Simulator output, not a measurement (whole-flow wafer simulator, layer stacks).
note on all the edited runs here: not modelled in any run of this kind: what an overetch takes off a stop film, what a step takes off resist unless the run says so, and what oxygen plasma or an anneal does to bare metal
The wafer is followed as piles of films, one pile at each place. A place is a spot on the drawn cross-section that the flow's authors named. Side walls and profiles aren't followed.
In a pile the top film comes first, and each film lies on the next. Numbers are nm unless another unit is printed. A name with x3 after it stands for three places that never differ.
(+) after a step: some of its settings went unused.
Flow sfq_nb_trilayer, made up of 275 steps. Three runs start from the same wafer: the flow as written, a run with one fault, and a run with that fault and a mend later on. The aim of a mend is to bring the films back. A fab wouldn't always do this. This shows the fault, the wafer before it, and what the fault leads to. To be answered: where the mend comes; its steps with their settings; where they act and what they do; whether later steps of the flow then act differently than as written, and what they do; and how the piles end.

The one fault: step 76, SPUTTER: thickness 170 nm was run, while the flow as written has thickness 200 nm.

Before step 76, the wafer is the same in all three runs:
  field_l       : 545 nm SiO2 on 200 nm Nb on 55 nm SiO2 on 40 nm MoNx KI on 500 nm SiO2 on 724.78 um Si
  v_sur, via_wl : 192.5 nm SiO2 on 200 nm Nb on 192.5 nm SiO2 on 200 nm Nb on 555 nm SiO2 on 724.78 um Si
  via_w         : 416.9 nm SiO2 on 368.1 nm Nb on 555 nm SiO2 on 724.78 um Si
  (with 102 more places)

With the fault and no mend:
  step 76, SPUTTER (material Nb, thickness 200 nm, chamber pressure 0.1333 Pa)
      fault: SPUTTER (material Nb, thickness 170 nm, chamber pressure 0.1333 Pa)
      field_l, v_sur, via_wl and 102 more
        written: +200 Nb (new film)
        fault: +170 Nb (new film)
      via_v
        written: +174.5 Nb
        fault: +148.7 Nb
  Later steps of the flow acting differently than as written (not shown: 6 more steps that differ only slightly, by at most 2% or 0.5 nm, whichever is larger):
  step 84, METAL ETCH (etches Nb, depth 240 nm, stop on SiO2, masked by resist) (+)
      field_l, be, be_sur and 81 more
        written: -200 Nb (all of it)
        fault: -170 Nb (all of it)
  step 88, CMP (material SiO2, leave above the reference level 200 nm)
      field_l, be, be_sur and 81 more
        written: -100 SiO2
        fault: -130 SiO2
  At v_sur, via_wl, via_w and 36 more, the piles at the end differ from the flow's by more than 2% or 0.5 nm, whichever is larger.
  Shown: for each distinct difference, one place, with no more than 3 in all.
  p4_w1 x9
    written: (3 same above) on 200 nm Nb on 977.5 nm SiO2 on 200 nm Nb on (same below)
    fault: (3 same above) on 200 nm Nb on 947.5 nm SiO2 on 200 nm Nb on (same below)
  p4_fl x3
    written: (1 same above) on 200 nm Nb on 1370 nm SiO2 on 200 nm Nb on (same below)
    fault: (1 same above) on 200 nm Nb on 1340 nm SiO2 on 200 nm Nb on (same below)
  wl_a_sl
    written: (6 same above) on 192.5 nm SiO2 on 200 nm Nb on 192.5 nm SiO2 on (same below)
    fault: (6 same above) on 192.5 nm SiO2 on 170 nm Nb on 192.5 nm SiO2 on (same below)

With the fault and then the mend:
  After step 76 comes the mend.
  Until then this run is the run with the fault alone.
  step 76a, SPUTTER (material Nb, thickness 30 nm, chamber pressure 0.1333 Pa) (the flow's step 76 again, with other settings)
      field_l, v_sur, via_wl and 102 more
        +30 Nb
      via_v
        +23.1 Nb
  Later steps of the flow that are run all act as written at every place that is followed, up to a difference of at most 2% or 0.5 nm, whichever is larger.
  The piles end only slightly different from the flow's at the places that both follow, by no more than 2% or 0.5 nm, whichever is larger.
